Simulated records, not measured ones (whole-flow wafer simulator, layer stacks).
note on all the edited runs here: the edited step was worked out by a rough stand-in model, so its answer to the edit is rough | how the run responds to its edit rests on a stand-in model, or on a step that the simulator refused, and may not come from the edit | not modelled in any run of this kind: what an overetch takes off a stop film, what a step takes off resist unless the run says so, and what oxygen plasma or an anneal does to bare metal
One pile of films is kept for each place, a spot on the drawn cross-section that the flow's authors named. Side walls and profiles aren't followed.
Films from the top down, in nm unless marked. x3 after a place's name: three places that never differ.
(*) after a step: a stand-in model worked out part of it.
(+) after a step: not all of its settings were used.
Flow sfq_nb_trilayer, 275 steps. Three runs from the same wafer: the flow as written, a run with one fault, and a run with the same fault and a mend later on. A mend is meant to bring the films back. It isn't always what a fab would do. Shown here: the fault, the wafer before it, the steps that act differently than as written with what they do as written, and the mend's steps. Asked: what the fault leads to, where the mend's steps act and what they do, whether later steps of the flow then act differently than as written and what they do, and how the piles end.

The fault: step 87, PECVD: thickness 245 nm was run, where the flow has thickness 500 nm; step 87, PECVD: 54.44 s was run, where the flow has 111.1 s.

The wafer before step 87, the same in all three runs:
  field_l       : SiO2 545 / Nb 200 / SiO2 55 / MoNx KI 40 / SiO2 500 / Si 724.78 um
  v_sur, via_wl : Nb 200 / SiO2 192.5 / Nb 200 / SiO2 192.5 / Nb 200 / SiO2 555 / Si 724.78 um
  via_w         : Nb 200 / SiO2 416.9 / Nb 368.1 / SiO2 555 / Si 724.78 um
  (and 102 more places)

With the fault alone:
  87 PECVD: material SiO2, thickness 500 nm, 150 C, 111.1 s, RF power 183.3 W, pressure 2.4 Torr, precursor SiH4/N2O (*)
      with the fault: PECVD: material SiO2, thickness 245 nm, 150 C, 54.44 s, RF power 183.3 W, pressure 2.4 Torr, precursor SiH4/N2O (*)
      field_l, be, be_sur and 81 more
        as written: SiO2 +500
        with the fault: SiO2 +245
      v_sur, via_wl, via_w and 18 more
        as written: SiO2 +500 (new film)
        with the fault: SiO2 +245 (new film)
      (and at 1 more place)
  Later steps of the flow that act differently than as written (12 more steps differ only slightly, by at most 2% or 0.5 nm, whichever is larger, and aren't shown):
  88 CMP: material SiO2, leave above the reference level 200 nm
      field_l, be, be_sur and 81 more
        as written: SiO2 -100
        with the fault: nothing
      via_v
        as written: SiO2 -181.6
        with the fault: nothing
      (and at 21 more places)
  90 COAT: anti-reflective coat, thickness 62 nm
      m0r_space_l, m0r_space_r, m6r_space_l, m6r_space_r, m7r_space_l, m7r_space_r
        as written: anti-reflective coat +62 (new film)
        with the fault: anti-reflective coat +80.4 (new film)
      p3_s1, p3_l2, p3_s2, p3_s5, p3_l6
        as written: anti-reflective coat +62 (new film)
        with the fault: anti-reflective coat +63.9 (new film)
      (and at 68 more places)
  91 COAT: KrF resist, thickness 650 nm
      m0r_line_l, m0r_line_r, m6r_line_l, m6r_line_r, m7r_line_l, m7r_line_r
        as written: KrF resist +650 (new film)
        with the fault: KrF resist +680.6 (new film)
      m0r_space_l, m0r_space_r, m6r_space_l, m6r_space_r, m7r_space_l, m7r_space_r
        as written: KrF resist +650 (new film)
        with the fault: KrF resist +669.8 (new film)
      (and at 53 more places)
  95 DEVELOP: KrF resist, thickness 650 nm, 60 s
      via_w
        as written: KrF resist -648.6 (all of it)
        with the fault: KrF resist -593.9 (all of it)
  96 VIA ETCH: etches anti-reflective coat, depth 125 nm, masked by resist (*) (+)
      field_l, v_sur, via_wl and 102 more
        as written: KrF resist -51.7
        with the fault: KrF resist -41.3
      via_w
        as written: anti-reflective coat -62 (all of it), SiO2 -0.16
        with the fault: anti-reflective coat -49.5 (all of it), SiO2 -0.12
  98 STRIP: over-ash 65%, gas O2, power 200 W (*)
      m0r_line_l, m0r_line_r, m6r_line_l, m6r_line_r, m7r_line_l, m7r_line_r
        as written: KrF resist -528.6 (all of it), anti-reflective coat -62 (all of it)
        with the fault: KrF resist -569.6 (all of it), anti-reflective coat -62.2 (all of it)
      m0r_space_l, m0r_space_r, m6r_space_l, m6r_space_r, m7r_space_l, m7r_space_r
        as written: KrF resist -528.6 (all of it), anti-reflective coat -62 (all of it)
        with the fault: KrF resist -558.8 (all of it), anti-reflective coat -80.4 (all of it)
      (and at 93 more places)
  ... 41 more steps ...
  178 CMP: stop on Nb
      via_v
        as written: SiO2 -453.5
        with the fault: SiO2 -340.8
  At the end the piles differ from the flow's by more than 2% or 0.5 nm, whichever is larger, at via_v, ln_m5, lsp_m and 13 more.
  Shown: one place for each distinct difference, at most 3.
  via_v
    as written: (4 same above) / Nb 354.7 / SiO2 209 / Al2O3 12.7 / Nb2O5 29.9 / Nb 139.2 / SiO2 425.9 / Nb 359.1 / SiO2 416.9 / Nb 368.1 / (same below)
    with the fault: (4 same above) / Nb 354.7 / SiO2 459.7 / Al2O3 9.16 / Nb2O5 36.3 / Nb 104.3 / SiO2 344 / Nb 90.1 / SiO2 181.8 / Nb 162.7 / SiO2 204.8 / Nb 368.1 / (same below)
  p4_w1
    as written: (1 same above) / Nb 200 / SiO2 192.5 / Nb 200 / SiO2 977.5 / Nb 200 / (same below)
    with the fault: (1 same above) / Nb 200 / SiO2 347.5 / Nb 200 / SiO2 822.5 / Nb 200 / (same below)
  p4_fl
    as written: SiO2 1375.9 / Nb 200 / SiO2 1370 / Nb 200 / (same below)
    with the fault: SiO2 1430.9 / Nb 200 / SiO2 1315 / Nb 200 / (same below)

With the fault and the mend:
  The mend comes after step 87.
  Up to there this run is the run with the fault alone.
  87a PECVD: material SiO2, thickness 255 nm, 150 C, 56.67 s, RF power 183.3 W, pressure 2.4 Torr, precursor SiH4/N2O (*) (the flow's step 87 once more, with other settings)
      field_l, v_sur, via_wl and 102 more
        SiO2 +255
      via_v
        SiO2 +260.8
  Later steps of the flow that act differently than as written (2 more steps differ only slightly, by at most 2% or 0.5 nm, whichever is larger, and aren't shown):
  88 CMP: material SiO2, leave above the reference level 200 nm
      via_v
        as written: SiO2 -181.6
        with the mend: SiO2 -48.7
  At the end the piles are the same as the flow's at every place that both follow.
